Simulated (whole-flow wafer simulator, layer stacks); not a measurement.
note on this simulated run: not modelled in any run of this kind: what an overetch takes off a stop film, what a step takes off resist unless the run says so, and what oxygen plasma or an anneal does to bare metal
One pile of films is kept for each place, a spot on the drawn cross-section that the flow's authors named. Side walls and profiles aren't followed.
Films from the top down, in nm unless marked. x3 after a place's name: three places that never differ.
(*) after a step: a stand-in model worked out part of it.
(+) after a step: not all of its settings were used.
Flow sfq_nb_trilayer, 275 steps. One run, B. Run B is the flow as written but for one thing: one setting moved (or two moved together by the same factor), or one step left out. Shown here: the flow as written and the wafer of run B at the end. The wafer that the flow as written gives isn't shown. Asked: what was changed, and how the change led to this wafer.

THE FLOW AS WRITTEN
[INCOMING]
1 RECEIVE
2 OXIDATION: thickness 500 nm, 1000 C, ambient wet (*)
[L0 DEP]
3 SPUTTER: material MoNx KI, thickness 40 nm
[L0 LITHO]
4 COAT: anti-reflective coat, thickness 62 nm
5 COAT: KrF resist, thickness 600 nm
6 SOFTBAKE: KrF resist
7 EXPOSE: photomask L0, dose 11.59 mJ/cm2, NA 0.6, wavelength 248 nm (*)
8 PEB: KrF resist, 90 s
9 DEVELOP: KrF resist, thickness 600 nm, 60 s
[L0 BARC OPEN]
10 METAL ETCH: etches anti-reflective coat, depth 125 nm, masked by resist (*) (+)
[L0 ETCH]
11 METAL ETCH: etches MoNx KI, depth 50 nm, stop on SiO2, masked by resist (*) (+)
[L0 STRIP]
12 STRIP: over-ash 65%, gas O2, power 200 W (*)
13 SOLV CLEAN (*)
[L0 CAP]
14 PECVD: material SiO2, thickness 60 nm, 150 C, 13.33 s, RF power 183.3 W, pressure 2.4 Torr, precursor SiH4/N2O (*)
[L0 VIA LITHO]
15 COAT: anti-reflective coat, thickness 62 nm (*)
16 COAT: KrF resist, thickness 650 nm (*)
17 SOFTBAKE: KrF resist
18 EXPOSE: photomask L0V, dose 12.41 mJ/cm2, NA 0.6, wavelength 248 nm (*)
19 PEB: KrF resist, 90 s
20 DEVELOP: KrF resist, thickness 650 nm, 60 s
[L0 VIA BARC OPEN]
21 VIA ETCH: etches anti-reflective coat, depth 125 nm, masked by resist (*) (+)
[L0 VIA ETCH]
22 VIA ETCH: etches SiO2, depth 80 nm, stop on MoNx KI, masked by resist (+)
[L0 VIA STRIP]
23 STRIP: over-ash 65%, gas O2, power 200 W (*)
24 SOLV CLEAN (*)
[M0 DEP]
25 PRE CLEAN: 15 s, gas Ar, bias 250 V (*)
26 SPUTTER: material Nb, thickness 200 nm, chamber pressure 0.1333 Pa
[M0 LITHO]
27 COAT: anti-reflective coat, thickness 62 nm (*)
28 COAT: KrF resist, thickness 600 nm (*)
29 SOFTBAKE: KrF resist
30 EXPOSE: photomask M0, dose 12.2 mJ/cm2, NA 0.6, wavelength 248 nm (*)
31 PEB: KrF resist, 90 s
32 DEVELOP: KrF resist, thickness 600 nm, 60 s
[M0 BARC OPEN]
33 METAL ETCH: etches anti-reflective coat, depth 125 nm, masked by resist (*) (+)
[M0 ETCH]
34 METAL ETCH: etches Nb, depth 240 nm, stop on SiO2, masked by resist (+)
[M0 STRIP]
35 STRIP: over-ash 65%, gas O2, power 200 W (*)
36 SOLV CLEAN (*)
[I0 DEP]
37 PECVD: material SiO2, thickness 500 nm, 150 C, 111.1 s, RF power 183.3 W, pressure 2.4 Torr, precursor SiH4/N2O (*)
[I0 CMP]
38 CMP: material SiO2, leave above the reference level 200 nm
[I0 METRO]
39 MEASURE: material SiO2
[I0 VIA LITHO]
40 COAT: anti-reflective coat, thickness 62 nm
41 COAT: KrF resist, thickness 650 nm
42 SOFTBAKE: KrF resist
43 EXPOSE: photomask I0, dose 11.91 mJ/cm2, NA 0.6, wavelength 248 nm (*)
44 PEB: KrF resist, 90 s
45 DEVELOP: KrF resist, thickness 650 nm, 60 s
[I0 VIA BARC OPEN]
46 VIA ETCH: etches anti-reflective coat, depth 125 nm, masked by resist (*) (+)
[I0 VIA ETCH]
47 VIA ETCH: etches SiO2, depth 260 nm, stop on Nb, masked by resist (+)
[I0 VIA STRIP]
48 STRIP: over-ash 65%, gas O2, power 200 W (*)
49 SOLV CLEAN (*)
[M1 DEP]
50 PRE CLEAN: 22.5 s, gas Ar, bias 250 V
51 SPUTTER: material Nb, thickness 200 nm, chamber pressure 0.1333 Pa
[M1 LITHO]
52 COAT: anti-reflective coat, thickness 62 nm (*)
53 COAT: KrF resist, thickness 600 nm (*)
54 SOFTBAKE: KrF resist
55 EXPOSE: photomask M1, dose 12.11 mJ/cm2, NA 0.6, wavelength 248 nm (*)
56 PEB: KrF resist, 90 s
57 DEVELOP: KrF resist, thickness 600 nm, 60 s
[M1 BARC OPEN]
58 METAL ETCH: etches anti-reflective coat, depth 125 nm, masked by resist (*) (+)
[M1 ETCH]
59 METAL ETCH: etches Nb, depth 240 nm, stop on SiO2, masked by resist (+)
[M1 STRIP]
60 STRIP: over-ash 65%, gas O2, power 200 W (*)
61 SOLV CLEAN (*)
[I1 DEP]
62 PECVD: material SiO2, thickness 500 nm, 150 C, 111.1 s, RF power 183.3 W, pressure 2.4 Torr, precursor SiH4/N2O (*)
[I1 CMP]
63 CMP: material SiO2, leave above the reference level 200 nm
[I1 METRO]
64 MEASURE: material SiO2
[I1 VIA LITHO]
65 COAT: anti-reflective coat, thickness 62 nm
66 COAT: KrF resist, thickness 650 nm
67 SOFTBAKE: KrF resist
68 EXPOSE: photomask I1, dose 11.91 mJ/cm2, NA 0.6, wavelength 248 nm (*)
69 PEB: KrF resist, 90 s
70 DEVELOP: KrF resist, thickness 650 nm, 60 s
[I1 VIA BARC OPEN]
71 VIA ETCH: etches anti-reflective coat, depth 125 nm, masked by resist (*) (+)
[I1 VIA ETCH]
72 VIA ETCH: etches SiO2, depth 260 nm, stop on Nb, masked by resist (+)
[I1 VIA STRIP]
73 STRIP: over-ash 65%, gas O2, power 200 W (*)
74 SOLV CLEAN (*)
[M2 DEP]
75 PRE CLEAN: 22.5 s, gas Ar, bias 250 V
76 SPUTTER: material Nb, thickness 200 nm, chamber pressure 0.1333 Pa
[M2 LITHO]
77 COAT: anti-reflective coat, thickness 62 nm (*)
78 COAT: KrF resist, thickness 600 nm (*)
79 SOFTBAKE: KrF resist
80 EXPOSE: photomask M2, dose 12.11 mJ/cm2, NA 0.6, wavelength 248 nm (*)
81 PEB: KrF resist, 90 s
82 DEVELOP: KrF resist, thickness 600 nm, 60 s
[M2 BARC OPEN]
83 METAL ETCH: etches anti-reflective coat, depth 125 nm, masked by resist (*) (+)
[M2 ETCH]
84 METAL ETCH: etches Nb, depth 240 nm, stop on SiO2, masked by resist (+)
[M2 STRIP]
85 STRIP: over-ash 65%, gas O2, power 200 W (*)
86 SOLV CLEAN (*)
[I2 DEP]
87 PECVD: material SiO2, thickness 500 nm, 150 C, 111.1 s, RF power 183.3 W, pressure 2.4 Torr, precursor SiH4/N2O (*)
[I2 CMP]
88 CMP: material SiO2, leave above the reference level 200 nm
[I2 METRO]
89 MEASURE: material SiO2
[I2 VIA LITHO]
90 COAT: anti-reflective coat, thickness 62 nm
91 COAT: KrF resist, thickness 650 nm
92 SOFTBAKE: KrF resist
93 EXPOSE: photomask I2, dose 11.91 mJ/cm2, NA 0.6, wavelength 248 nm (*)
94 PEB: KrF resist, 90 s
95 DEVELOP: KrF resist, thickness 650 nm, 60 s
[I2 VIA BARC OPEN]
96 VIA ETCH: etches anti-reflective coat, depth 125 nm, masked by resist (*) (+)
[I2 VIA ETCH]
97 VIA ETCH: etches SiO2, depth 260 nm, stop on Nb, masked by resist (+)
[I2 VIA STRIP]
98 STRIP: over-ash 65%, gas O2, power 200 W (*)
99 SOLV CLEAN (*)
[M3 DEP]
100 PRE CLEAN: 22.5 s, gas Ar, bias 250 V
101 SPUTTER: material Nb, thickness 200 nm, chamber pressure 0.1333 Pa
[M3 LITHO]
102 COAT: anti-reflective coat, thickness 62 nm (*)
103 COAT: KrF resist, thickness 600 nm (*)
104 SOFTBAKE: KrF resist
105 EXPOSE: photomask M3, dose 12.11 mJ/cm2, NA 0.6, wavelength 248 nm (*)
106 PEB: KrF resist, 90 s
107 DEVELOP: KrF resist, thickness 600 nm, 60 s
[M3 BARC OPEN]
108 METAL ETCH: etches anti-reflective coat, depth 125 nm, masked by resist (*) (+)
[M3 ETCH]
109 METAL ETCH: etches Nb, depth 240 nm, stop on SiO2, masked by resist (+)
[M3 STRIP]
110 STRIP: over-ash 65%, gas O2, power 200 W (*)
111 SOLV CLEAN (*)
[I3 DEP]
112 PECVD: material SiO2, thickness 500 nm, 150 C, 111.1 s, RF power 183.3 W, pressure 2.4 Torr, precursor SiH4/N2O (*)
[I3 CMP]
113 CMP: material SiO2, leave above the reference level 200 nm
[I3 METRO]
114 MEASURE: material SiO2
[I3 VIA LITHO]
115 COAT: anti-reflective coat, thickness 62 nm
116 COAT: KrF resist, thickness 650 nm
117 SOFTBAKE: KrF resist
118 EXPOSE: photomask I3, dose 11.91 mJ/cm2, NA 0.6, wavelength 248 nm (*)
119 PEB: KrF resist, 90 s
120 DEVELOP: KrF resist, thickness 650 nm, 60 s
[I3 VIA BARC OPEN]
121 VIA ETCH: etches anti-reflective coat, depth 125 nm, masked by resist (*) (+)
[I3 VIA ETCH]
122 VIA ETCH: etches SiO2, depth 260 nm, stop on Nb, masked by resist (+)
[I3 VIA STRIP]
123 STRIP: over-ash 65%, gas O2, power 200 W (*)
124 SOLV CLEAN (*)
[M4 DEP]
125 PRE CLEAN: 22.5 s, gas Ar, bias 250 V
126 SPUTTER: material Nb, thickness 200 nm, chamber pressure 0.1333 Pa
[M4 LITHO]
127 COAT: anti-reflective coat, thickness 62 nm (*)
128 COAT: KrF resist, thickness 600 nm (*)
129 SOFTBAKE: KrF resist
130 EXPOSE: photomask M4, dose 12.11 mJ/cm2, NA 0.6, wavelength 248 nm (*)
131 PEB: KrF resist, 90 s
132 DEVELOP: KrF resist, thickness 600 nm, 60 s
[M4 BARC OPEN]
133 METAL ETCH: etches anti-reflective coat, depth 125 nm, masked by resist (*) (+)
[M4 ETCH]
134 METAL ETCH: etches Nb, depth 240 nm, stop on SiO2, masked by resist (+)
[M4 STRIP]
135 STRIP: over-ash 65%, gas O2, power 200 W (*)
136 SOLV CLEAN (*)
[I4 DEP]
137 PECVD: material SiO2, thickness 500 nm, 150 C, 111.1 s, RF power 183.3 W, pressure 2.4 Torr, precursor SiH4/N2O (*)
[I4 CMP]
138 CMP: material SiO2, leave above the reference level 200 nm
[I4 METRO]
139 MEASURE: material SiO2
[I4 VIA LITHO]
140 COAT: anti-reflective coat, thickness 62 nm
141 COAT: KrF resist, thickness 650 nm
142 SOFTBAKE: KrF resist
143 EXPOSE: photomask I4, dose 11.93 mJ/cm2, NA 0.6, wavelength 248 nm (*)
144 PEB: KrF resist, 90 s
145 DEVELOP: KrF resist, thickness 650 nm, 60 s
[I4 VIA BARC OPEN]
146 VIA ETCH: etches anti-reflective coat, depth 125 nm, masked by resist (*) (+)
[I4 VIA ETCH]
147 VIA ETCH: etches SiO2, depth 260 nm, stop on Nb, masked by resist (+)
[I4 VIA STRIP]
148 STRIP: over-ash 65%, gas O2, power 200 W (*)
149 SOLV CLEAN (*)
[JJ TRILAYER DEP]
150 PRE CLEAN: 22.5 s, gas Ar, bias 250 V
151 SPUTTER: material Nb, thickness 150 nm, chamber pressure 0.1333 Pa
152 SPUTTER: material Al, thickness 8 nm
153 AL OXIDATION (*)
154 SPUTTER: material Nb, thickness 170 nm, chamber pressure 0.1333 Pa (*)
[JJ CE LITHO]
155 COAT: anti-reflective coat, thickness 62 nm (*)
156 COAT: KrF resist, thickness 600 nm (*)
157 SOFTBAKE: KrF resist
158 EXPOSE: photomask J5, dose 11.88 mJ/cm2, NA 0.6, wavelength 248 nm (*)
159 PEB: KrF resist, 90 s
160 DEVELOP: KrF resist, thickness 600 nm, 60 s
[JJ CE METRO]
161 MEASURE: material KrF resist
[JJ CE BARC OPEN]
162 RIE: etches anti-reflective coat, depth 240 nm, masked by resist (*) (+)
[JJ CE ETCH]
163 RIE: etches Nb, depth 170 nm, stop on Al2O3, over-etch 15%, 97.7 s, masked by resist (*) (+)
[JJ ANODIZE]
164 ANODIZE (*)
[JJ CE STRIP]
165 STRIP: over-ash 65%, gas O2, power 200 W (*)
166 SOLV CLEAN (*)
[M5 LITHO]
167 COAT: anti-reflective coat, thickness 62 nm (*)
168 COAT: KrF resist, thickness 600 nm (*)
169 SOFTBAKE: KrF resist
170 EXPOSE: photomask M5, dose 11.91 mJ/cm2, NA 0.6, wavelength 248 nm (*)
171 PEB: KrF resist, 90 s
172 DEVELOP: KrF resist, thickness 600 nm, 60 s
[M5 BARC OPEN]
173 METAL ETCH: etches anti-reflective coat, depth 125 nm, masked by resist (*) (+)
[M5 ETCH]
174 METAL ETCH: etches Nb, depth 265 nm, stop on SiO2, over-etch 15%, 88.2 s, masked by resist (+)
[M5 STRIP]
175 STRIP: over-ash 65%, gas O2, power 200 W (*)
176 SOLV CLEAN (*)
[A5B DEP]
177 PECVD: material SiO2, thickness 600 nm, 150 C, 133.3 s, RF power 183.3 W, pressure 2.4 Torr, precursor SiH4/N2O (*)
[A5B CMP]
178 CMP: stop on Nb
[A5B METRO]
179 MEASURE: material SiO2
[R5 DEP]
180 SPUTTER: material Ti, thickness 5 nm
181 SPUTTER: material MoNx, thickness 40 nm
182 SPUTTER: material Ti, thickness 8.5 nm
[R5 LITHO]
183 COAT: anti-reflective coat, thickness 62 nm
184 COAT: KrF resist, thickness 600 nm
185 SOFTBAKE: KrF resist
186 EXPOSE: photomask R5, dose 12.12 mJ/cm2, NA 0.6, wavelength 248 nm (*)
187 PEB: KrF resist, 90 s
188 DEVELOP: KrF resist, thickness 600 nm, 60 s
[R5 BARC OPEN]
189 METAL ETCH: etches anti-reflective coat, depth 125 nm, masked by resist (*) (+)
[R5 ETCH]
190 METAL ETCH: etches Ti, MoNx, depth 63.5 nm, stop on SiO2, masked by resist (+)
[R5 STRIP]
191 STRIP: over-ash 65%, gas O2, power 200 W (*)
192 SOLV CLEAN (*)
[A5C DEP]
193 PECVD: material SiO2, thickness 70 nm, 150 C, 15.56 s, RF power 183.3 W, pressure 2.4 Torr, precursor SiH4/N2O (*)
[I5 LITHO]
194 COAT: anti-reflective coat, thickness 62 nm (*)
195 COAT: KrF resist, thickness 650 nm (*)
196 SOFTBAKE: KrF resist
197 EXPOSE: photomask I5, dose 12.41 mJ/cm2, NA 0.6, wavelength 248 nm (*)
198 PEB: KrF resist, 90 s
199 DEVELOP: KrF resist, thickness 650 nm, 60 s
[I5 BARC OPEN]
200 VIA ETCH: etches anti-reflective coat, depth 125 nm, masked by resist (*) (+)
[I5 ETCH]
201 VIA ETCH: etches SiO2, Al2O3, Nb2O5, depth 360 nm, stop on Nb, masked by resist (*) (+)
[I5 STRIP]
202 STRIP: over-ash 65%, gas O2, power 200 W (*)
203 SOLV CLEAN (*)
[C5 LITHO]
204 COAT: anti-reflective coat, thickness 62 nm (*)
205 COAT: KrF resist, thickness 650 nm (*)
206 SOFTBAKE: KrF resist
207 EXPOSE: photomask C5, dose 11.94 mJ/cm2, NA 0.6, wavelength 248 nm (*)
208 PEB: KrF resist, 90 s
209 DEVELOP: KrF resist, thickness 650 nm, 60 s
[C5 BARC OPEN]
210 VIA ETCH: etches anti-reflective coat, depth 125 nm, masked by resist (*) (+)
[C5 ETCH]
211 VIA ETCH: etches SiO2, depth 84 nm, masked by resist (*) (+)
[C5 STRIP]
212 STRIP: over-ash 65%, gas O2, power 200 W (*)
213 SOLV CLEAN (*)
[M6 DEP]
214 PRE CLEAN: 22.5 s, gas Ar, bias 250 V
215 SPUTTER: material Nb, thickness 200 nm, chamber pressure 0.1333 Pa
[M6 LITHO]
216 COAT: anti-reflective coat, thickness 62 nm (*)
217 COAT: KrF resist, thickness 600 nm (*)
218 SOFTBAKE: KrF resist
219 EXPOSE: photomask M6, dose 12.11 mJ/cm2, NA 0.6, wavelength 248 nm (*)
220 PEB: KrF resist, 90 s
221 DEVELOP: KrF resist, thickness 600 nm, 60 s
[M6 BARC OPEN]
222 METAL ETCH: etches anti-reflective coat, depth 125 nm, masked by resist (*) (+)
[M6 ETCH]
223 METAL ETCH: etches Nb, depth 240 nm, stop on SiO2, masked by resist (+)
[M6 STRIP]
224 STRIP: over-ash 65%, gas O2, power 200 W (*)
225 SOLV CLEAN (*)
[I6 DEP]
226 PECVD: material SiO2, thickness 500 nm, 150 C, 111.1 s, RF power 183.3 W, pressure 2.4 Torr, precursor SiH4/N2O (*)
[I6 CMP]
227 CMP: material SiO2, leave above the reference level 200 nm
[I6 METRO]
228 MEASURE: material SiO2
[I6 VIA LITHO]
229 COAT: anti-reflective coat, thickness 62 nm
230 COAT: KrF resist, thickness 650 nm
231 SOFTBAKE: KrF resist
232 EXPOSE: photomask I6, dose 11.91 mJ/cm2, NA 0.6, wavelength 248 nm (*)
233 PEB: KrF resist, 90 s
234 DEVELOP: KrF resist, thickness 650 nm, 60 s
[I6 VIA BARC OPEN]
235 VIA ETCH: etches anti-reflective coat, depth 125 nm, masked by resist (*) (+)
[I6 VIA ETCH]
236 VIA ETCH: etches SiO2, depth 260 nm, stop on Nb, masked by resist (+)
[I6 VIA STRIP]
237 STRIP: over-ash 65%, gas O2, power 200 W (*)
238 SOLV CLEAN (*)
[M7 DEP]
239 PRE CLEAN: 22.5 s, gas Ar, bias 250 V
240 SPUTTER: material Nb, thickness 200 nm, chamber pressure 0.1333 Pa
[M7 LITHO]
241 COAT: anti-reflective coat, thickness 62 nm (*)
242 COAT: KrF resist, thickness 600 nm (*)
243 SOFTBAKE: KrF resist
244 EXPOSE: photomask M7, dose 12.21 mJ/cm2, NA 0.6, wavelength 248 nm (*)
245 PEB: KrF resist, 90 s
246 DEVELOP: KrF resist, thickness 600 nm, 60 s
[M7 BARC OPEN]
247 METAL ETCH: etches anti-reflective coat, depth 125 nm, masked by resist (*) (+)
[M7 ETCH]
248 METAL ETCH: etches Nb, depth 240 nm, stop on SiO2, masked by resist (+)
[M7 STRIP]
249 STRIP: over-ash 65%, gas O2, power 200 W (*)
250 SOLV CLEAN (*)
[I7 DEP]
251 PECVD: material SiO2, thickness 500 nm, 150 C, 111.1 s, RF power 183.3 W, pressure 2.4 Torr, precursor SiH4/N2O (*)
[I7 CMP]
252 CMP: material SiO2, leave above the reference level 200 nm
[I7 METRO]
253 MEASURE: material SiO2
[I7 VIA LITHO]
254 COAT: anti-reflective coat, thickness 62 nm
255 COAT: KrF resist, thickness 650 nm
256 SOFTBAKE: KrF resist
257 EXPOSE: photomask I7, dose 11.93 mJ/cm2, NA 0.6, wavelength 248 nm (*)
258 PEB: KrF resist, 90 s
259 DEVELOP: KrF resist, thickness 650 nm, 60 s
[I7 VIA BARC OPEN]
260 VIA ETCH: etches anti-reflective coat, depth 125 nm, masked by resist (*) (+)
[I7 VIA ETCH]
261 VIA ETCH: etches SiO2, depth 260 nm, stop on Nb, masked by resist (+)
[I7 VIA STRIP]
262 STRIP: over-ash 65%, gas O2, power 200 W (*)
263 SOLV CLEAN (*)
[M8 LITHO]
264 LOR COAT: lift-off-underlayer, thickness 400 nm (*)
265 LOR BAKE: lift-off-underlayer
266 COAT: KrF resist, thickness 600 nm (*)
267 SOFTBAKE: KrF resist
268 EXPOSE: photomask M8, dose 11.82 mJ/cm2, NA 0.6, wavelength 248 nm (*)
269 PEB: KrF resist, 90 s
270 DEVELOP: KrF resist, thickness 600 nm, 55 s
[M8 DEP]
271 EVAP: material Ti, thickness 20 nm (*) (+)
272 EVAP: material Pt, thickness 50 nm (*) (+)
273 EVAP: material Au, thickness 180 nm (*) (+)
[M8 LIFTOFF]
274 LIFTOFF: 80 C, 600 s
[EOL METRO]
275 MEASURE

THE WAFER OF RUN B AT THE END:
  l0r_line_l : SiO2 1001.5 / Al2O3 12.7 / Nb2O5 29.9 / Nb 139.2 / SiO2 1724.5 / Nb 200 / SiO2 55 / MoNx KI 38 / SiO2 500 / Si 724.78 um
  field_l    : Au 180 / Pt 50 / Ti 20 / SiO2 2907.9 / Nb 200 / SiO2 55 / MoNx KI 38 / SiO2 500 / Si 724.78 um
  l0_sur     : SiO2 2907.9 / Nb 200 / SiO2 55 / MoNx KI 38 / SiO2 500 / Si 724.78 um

The cause: step 3, SPUTTER: thickness 38 nm was run, where the flow has thickness 40 nm.
It can be read off the wafer: l0r_line_l has MoNx KI 38, and step 3 as written asks for 40 nm.

How the change led to this, step by step:
  3 SPUTTER: material MoNx KI, thickness 40 nm
      field_l, v_sur, via_wl and 103 more: MoNx KI +38 (new film) (as written it would be: MoNx KI +40 (new film))
  11 METAL ETCH: etches MoNx KI, depth 50 nm, stop on SiO2, masked by resist (*) (+)
      v_sur, via_wl, via_w and 97 more: MoNx KI -38 (all of it) (as written it would be: MoNx KI -40 (all of it))
